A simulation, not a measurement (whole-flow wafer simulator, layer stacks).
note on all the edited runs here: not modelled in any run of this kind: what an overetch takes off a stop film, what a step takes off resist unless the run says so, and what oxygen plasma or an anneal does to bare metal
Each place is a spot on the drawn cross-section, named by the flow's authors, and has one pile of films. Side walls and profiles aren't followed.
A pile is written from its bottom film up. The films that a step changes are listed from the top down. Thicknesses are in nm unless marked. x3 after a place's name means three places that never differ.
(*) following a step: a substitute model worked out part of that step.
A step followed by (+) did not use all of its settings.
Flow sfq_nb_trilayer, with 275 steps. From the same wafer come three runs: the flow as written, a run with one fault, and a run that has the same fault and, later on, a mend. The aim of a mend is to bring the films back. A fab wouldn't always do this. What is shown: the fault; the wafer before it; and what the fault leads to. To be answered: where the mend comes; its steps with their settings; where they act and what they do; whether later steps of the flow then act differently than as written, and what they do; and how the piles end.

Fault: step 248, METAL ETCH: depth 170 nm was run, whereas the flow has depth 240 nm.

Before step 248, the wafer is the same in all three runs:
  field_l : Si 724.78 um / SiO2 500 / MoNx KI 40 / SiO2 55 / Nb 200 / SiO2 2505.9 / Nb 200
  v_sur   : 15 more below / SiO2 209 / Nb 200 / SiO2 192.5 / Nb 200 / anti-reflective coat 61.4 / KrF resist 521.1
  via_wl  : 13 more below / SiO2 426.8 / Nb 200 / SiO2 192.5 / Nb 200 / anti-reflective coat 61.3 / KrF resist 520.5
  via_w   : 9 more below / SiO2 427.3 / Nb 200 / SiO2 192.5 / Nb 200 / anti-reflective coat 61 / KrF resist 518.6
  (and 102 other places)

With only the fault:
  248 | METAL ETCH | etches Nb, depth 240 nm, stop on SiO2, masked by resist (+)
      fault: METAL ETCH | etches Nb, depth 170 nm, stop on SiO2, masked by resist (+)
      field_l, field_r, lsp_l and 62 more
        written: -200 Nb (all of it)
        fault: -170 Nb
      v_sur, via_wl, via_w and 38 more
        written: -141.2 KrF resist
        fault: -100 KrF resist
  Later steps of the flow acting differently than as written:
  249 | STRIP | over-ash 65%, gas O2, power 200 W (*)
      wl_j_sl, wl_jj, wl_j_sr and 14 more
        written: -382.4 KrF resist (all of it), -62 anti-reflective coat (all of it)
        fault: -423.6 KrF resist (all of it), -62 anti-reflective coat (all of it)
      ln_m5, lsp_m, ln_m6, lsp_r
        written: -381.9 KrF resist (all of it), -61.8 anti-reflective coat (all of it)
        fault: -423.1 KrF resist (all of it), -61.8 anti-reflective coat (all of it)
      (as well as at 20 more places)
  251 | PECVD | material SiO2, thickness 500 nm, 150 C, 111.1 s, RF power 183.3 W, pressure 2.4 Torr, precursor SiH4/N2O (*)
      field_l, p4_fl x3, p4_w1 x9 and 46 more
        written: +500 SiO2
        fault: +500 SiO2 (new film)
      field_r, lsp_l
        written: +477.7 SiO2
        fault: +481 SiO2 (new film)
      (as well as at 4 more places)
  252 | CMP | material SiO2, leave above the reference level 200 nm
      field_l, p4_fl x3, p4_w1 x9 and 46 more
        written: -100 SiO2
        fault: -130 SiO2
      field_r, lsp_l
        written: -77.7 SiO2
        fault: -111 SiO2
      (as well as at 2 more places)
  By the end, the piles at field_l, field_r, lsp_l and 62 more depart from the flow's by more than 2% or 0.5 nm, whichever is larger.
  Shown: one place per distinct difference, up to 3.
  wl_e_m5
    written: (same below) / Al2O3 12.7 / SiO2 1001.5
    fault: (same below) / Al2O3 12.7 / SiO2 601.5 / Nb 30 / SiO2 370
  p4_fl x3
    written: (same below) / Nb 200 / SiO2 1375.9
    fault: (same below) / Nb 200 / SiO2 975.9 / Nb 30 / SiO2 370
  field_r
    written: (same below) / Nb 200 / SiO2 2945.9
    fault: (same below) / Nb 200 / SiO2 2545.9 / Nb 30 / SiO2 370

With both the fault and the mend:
  The mend stands after step 248.
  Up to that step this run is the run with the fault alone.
  248a | METAL ETCH | etches Nb, depth 70 nm, stop on SiO2, masked by resist (+) (the flow's step 248 again, with other settings)
      field_l, field_r, lsp_l and 62 more
        -30 Nb (all of it)
      v_sur, via_wl, via_w and 38 more
        -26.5 KrF resist
  Later steps of the flow acting differently than as written:
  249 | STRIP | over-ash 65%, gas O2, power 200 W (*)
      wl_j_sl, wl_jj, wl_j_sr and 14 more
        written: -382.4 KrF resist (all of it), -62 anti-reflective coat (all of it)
        mend: -397.1 KrF resist (all of it), -62 anti-reflective coat (all of it)
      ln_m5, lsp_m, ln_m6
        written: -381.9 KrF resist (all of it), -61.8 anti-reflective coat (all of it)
        mend: -396.6 KrF resist (all of it), -61.8 anti-reflective coat (all of it)
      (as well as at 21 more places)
  By the end, the piles equal the flow's at every place that both follow.
